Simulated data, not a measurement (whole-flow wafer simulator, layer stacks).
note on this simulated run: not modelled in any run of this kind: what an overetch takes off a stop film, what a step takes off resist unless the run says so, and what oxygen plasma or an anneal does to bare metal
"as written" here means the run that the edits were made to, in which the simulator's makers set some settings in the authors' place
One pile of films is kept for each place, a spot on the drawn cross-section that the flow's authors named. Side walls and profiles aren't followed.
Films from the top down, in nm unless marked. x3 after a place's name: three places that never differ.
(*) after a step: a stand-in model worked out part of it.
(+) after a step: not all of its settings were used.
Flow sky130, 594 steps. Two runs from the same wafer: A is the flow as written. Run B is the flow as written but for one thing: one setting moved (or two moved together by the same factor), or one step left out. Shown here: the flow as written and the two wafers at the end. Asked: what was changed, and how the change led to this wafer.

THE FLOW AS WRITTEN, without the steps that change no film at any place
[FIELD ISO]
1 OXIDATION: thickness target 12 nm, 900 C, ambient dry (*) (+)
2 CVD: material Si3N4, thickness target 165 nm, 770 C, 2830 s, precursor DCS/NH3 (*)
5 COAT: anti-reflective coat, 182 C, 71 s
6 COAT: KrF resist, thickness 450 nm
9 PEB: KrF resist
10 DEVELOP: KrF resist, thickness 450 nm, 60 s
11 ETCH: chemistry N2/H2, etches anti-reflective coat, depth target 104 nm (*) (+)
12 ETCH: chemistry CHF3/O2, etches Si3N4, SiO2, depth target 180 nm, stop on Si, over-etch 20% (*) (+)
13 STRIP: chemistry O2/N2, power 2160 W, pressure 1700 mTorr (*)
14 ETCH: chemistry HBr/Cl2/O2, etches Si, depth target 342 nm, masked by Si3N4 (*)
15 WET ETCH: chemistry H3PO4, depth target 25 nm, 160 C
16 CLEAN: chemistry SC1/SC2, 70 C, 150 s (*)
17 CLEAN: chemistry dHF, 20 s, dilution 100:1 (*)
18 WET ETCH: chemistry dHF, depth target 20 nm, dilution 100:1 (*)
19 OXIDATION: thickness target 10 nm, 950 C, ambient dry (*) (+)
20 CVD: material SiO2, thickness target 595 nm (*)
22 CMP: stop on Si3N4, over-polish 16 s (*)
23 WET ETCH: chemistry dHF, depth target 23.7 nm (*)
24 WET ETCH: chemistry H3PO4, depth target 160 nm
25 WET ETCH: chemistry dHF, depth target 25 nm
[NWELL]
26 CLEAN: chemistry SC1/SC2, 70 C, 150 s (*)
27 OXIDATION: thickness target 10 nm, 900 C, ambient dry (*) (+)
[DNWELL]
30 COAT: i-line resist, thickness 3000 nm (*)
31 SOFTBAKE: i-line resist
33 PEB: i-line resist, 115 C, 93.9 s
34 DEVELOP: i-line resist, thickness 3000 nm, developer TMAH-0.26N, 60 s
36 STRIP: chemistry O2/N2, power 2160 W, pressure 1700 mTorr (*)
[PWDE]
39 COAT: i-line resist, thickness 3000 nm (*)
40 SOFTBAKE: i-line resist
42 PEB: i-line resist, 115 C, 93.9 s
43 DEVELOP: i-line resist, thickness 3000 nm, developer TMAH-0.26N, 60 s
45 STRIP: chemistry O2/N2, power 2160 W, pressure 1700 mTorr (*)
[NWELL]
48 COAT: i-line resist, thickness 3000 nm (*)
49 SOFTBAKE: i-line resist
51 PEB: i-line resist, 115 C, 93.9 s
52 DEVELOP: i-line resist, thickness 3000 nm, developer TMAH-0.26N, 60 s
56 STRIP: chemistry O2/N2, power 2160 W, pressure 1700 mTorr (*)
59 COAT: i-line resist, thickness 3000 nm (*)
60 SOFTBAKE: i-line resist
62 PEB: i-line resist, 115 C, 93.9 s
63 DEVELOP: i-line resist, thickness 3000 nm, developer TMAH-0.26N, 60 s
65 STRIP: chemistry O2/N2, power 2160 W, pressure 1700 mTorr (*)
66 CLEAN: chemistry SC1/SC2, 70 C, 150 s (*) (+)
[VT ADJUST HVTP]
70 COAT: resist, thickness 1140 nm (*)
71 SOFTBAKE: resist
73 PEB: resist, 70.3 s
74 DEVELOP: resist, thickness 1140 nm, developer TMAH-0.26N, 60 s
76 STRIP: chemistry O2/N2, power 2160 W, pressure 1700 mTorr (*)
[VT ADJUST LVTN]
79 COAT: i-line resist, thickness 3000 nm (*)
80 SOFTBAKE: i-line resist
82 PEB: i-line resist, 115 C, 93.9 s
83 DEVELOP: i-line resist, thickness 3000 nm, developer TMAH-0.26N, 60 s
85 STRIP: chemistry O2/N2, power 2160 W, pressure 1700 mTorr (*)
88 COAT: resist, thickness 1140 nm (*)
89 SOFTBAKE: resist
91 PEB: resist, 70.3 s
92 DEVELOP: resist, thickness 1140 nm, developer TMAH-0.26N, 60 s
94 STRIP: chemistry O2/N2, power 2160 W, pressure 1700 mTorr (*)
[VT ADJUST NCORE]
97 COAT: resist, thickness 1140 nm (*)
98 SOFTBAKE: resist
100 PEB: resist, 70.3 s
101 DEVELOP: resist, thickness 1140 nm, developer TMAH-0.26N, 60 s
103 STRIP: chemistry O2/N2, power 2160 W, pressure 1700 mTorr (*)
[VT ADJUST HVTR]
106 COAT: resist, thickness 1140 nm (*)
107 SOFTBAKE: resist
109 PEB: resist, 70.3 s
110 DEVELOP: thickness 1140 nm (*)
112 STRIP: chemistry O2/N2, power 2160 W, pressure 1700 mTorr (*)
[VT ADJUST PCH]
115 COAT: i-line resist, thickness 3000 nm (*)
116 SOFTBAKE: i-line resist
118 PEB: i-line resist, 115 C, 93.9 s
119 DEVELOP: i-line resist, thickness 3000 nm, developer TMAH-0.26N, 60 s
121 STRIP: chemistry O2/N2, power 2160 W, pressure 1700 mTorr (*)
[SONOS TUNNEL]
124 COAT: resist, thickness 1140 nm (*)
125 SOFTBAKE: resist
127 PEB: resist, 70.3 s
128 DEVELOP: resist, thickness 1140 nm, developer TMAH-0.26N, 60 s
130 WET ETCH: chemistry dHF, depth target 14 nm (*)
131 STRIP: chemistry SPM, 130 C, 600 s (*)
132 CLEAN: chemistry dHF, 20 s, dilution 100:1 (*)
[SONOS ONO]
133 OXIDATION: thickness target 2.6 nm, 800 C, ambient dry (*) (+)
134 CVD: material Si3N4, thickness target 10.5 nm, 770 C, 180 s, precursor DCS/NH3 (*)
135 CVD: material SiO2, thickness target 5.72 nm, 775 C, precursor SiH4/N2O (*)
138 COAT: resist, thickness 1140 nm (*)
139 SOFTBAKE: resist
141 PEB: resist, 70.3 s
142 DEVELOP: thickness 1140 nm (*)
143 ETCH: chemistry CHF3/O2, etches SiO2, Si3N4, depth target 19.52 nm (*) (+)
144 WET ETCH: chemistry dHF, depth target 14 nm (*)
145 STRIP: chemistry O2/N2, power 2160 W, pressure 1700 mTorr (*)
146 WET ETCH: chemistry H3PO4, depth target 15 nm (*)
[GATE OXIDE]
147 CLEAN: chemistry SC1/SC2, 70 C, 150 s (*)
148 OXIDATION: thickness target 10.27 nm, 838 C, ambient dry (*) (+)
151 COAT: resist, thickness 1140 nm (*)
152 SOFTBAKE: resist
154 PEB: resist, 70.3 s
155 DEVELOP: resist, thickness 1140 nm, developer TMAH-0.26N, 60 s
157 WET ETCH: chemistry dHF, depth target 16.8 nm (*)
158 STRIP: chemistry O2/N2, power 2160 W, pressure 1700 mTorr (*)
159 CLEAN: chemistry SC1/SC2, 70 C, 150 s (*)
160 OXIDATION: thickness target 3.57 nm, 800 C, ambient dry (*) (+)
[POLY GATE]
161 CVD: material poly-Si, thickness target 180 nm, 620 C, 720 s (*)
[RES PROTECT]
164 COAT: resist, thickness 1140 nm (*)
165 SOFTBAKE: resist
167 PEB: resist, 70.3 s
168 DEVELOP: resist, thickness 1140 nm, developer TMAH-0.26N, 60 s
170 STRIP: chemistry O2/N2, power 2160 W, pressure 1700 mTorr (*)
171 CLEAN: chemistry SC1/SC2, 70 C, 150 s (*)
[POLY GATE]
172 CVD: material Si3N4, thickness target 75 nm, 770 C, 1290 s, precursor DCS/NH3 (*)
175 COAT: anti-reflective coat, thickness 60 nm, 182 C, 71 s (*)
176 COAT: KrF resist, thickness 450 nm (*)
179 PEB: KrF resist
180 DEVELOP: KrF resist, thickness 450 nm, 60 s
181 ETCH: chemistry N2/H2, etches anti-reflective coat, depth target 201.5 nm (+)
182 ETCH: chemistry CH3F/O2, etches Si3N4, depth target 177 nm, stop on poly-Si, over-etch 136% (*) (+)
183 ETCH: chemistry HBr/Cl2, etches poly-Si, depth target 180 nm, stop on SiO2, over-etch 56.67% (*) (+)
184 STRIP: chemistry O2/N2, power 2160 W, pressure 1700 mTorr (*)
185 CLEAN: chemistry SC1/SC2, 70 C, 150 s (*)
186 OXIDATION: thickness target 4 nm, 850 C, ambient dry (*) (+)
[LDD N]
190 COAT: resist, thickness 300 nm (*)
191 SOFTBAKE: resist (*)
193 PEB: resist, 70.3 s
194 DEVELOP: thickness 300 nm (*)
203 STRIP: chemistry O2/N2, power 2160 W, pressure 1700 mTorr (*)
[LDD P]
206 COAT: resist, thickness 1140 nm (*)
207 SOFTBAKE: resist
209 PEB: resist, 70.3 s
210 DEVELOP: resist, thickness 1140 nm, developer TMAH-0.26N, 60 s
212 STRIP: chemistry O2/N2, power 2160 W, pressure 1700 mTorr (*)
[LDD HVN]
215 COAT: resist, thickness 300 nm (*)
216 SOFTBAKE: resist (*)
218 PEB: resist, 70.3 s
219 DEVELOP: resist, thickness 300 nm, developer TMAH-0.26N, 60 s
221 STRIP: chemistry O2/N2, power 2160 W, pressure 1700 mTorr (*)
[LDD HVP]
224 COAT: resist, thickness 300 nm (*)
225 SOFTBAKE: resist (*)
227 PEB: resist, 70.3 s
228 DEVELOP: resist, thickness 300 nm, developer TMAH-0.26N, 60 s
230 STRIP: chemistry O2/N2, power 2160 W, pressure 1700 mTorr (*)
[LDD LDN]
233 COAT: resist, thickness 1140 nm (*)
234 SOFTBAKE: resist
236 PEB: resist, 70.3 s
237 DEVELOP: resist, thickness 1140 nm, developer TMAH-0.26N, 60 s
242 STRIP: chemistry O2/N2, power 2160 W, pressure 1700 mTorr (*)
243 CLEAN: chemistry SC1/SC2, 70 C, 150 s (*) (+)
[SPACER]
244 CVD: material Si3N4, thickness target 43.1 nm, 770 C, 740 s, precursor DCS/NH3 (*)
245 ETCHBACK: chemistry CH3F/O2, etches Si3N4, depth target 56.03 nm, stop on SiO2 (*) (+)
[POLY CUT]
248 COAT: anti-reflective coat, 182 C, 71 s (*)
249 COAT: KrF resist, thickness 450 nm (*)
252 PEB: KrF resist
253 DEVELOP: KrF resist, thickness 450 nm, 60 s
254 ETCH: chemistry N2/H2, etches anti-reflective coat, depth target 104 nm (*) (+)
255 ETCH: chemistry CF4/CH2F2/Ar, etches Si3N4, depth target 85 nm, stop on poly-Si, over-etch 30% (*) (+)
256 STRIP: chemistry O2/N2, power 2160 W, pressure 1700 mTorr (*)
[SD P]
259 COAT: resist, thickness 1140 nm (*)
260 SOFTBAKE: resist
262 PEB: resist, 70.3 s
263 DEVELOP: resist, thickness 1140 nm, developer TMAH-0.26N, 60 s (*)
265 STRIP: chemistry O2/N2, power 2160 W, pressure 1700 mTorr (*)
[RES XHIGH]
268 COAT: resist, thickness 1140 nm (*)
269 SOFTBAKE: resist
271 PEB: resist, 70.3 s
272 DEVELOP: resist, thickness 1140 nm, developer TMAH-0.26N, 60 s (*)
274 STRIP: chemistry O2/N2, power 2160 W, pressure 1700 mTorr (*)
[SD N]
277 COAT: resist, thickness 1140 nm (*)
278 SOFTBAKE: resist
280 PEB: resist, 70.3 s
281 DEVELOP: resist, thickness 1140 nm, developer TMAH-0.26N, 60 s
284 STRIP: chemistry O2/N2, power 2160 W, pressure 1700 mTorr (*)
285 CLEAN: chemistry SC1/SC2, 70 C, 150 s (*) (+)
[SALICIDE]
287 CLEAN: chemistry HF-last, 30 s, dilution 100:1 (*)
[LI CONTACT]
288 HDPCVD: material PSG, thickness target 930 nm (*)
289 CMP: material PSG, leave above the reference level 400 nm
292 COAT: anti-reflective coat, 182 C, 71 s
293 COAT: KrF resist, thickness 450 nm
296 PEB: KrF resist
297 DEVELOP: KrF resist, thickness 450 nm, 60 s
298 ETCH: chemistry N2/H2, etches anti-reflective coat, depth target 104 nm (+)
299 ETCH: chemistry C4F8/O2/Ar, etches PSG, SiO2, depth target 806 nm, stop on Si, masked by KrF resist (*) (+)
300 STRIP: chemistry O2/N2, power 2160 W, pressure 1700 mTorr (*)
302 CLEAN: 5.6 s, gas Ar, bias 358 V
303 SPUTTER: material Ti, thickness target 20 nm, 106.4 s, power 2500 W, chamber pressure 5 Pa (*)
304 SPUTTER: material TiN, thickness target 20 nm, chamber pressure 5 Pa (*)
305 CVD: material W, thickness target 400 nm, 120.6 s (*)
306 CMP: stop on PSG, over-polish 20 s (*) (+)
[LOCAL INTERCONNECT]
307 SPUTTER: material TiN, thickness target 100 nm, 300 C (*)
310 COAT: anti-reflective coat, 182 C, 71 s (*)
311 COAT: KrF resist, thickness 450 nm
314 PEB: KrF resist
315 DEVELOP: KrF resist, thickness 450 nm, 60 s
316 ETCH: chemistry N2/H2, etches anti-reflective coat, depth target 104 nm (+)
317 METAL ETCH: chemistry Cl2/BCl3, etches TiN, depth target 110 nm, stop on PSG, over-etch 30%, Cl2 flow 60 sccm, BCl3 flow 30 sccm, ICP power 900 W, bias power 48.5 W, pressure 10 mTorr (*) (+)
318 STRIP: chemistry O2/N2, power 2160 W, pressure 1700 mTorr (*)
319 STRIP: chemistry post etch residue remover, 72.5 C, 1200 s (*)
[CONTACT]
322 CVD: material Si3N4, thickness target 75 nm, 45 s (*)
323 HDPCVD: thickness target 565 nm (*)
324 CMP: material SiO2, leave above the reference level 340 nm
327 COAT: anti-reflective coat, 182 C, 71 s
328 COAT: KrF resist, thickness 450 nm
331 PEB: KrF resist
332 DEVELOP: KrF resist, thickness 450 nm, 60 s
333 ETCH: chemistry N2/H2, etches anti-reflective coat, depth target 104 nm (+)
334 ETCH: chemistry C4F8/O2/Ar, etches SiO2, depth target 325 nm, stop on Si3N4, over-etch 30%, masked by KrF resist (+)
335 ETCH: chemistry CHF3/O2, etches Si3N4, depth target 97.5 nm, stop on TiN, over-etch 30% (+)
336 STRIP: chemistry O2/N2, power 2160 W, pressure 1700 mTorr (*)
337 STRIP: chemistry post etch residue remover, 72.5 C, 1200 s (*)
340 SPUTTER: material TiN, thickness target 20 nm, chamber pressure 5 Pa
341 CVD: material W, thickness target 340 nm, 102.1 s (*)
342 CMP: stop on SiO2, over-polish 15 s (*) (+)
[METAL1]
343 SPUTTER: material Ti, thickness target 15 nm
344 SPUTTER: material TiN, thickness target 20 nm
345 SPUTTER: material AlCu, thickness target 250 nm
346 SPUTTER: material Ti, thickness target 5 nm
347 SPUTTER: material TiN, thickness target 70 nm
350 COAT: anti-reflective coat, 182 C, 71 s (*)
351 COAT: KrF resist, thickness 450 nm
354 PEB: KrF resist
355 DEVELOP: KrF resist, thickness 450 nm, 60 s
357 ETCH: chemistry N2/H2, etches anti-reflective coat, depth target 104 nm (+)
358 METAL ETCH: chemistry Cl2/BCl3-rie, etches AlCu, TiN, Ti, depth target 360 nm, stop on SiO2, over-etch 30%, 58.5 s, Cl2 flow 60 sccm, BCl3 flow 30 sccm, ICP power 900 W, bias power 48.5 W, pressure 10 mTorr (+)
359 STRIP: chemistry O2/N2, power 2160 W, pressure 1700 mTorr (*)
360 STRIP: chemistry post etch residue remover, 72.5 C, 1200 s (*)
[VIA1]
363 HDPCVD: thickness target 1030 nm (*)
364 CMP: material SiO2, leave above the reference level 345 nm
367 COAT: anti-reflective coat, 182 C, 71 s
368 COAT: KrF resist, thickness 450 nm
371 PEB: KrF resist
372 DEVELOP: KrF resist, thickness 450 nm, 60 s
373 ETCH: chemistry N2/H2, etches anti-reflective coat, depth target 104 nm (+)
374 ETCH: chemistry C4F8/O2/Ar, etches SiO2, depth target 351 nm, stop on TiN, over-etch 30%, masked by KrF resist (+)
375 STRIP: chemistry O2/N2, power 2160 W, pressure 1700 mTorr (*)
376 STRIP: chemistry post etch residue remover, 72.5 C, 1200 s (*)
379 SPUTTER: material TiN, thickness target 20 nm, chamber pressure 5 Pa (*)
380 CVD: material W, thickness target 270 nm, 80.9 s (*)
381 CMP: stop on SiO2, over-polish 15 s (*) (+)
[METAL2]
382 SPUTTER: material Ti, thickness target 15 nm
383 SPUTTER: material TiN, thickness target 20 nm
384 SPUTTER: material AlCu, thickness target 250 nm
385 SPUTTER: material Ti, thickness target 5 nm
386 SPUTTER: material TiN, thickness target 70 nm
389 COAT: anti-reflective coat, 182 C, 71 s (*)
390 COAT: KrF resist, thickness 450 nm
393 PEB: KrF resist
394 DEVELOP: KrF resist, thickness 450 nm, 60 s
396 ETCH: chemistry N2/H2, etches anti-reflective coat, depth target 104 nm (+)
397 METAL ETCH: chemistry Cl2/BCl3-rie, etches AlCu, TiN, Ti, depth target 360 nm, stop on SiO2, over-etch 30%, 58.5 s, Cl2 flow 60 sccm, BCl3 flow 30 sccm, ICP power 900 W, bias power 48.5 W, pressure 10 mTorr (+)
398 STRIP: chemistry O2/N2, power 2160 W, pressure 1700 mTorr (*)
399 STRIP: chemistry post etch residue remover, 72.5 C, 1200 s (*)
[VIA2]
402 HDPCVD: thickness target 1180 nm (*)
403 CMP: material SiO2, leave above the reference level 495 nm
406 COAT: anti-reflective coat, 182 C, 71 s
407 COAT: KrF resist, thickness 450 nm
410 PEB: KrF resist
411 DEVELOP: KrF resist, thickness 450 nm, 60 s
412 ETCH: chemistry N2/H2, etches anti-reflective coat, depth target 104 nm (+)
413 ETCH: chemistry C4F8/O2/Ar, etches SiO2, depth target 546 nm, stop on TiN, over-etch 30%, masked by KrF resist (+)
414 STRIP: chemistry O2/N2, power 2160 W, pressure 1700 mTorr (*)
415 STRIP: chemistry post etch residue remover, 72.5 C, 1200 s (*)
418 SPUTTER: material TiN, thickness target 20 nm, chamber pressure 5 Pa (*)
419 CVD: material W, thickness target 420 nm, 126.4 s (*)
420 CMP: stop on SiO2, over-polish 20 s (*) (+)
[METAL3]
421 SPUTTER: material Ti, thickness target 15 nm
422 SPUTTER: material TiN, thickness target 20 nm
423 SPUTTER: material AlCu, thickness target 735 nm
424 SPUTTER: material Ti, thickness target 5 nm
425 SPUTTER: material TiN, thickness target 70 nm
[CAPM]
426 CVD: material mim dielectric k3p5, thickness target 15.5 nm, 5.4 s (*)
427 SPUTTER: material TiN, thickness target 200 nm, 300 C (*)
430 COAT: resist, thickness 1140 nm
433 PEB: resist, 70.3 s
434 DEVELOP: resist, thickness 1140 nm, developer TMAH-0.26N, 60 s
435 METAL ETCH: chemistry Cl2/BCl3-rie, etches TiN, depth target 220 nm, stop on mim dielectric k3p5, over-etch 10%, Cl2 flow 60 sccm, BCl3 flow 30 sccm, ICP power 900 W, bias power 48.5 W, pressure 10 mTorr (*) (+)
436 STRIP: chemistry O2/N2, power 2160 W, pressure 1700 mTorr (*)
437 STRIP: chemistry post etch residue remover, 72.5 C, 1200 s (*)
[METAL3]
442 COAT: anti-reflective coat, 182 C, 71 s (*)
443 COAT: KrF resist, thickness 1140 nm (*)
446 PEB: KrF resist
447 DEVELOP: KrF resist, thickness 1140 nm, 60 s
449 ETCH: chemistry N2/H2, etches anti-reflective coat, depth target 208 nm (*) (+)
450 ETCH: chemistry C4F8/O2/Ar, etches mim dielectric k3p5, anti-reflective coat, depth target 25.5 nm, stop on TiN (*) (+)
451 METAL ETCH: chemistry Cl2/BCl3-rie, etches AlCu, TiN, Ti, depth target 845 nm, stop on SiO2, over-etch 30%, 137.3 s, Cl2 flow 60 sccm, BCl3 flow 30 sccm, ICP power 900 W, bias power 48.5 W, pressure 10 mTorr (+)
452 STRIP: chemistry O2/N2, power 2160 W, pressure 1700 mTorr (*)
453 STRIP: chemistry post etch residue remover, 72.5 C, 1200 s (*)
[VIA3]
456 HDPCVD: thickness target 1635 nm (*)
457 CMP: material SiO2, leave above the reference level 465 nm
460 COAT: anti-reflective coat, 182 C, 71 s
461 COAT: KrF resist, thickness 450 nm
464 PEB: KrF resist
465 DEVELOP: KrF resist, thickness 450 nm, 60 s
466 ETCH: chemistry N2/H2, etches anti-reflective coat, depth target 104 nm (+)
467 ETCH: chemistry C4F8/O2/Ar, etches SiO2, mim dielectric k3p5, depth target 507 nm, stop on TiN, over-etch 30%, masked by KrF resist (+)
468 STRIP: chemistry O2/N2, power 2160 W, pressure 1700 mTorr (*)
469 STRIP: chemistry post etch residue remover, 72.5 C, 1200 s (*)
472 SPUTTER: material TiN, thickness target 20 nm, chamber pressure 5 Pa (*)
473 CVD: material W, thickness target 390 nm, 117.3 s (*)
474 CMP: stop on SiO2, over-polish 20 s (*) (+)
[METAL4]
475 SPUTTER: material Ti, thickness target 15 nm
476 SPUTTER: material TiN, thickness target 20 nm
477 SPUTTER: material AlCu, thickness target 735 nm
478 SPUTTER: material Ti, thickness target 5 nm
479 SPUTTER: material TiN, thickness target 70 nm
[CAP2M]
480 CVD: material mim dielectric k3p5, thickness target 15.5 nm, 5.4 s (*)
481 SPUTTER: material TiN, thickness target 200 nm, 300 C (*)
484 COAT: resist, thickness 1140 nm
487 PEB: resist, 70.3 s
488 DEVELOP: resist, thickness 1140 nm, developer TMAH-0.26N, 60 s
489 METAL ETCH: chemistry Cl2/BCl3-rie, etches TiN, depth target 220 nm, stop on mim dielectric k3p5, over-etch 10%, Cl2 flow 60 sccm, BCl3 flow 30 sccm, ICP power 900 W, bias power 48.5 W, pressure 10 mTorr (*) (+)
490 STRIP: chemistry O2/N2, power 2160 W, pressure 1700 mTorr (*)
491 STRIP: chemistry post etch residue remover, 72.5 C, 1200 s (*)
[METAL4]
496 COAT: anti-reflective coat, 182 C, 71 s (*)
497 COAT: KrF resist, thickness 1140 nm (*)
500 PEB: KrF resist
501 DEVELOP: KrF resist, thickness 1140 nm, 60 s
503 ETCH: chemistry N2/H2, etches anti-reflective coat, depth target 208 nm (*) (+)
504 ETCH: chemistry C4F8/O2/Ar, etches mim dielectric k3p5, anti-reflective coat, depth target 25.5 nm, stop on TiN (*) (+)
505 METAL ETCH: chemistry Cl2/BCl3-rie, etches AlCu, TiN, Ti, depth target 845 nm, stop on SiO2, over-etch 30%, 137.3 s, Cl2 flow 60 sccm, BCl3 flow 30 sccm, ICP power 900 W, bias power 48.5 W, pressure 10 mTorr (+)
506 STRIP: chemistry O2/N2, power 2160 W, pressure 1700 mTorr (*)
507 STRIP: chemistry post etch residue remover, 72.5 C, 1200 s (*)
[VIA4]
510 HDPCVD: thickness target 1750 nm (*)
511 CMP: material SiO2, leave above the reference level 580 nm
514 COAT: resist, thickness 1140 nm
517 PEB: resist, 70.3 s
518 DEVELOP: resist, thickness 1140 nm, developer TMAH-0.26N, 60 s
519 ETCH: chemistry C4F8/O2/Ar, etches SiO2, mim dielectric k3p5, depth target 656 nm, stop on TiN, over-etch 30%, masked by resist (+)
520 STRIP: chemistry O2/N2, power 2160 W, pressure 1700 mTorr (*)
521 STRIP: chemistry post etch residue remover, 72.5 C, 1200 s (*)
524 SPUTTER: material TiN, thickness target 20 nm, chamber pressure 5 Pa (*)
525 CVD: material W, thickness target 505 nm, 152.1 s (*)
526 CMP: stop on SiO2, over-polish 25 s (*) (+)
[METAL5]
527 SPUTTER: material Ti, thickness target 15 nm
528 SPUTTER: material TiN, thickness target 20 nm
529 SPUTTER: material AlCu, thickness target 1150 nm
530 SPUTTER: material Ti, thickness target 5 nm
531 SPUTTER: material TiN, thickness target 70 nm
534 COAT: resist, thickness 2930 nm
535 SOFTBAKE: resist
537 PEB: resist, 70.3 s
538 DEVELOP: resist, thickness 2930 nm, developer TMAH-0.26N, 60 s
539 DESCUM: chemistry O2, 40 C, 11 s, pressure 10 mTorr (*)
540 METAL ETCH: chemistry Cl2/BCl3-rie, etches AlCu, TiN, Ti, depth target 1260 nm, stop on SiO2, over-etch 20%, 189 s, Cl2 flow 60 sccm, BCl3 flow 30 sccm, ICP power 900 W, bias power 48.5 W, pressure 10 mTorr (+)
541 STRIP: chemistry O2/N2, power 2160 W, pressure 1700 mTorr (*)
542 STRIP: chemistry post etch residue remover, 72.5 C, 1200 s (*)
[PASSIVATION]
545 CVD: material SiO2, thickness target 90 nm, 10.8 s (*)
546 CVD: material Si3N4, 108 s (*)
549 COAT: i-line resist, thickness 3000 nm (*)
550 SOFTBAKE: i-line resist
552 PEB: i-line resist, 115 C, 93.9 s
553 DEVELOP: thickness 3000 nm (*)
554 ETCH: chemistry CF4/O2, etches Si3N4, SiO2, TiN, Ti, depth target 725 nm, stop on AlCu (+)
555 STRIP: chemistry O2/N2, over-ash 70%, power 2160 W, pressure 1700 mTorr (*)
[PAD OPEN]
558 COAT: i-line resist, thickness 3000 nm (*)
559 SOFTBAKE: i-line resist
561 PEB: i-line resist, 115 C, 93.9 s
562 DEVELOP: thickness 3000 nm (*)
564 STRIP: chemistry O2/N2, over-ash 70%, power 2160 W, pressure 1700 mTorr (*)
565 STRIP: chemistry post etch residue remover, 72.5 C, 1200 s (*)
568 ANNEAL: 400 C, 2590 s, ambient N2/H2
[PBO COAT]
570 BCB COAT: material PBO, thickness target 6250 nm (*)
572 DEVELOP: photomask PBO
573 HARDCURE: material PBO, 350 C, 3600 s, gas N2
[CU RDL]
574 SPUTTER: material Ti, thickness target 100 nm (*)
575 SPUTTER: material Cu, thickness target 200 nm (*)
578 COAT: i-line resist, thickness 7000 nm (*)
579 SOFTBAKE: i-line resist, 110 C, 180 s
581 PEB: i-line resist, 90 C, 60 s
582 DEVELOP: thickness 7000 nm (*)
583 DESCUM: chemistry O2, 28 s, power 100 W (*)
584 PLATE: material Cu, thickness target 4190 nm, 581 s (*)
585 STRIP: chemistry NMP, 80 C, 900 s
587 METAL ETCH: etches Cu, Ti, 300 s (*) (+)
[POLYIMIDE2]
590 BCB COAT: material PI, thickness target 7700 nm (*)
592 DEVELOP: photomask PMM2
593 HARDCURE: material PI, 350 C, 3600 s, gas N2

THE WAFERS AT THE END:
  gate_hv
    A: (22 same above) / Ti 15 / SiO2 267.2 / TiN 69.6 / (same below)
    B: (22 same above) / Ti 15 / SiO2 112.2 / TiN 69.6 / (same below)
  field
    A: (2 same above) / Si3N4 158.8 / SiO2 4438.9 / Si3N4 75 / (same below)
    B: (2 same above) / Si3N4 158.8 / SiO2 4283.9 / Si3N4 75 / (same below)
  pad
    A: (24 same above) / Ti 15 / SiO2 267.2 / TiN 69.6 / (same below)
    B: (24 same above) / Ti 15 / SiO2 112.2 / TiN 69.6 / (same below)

The cause: step 364, CMP: leave above the reference level 190 nm was run, where the flow has leave above the reference level 345 nm.

How the change led to this, step by step:
  364 CMP: material SiO2, leave above the reference level 345 nm
      n_well, p_well, gate_hv and 100 more: A SiO2 -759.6 | B SiO2 -914.6
      field, active, gate and 81 more: A SiO2 -389.1 | B SiO2 -544.1
      (and at 4 more places)
  374 ETCH: chemistry C4F8/O2/Ar, etches SiO2, depth target 351 nm, stop on TiN, over-etch 30%, masked by KrF resist (+)
      field, active, n_well and 186 more: A KrF resist -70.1 | B KrF resist -29.8
      m1, via1_hole: A SiO2 -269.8 (all of it) | B SiO2 -114.8 (all of it)
  375 STRIP: chemistry O2/N2, power 2160 W, pressure 1700 mTorr (*)
      field, active, n_well and 186 more: A KrF resist -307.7 (all of it), anti-reflective coat -80 (all of it) | B KrF resist -348 (all of it), anti-reflective coat -80 (all of it)
  379 SPUTTER: material TiN, thickness target 20 nm, chamber pressure 5 Pa (*)
      m1: A TiN +11 | B TiN +14.5
      via1_hole: A TiN +10.9 | B TiN +14.5
  380 CVD: material W, thickness target 270 nm, 80.9 s (*)
      m1, via1_hole: A W +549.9 (new film) | B W +391.3 (new film)
